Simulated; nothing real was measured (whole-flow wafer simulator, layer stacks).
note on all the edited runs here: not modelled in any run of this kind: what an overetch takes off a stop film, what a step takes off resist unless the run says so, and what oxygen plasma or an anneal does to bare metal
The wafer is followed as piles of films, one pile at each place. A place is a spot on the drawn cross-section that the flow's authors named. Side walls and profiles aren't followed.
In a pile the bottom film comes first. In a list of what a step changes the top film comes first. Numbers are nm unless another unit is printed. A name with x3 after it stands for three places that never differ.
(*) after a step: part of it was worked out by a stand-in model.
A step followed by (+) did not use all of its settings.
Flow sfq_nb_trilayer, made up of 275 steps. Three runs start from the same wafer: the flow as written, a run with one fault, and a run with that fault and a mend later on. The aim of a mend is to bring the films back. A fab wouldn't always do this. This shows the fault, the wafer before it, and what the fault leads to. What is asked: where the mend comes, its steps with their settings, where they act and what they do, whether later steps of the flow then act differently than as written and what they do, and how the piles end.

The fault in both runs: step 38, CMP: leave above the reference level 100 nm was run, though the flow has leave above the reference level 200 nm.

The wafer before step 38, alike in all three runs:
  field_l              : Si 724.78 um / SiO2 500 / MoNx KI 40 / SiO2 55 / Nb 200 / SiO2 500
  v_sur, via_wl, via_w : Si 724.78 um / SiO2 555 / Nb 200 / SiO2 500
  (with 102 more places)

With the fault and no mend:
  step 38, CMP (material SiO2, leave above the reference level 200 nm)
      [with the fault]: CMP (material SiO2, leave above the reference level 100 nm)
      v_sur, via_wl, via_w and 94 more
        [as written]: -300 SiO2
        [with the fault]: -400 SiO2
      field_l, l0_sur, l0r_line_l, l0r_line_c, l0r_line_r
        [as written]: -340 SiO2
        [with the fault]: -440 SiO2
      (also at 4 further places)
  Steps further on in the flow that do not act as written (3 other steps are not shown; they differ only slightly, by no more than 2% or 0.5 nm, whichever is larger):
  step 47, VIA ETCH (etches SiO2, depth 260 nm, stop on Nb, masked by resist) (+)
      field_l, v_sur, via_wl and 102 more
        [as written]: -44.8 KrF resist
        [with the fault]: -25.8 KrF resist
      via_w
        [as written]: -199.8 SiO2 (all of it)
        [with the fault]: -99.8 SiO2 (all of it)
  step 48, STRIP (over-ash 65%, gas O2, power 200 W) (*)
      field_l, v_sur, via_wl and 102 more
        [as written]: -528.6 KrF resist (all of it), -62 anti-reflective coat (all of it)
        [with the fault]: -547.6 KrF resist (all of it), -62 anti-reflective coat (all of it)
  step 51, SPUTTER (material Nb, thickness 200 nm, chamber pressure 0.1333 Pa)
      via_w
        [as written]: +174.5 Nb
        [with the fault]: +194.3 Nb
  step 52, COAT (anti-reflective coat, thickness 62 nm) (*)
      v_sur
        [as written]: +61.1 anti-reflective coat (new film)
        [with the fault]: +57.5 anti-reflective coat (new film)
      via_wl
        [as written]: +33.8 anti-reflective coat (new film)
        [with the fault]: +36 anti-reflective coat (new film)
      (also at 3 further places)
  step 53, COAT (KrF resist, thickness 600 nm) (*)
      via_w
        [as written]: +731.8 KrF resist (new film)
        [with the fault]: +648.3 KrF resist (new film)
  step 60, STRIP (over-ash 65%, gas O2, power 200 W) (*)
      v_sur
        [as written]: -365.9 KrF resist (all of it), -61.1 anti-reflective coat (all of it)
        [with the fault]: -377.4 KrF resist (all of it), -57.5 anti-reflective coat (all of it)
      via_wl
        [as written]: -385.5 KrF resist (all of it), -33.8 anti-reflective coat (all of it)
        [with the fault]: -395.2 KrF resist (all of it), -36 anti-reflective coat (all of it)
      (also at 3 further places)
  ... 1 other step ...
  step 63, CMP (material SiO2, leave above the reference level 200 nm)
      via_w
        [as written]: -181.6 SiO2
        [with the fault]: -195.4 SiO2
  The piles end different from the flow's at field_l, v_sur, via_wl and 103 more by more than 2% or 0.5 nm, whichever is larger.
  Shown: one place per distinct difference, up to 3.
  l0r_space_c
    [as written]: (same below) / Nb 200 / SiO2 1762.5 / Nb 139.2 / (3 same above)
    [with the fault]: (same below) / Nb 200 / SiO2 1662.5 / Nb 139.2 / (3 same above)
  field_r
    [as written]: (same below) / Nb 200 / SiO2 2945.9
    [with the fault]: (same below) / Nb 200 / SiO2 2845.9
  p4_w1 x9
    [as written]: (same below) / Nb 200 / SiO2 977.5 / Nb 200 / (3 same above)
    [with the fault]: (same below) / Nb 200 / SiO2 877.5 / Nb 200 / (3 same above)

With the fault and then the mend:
  The mend follows step 39.
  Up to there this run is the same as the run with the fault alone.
  step 39a, PECVD (material SiO2, thickness 100 nm, 150 C, 22.22 s, RF power 183.3 W, pressure 2.4 Torr, precursor SiH4/N2O) (a further turn of the flow's step 37, with different settings)
      field_l, v_sur, via_wl and 103 more
        +100 SiO2
  Later steps of the flow that are run all act as written at every place that is followed.
  The piles end the same as the flow's at every place that both follow.
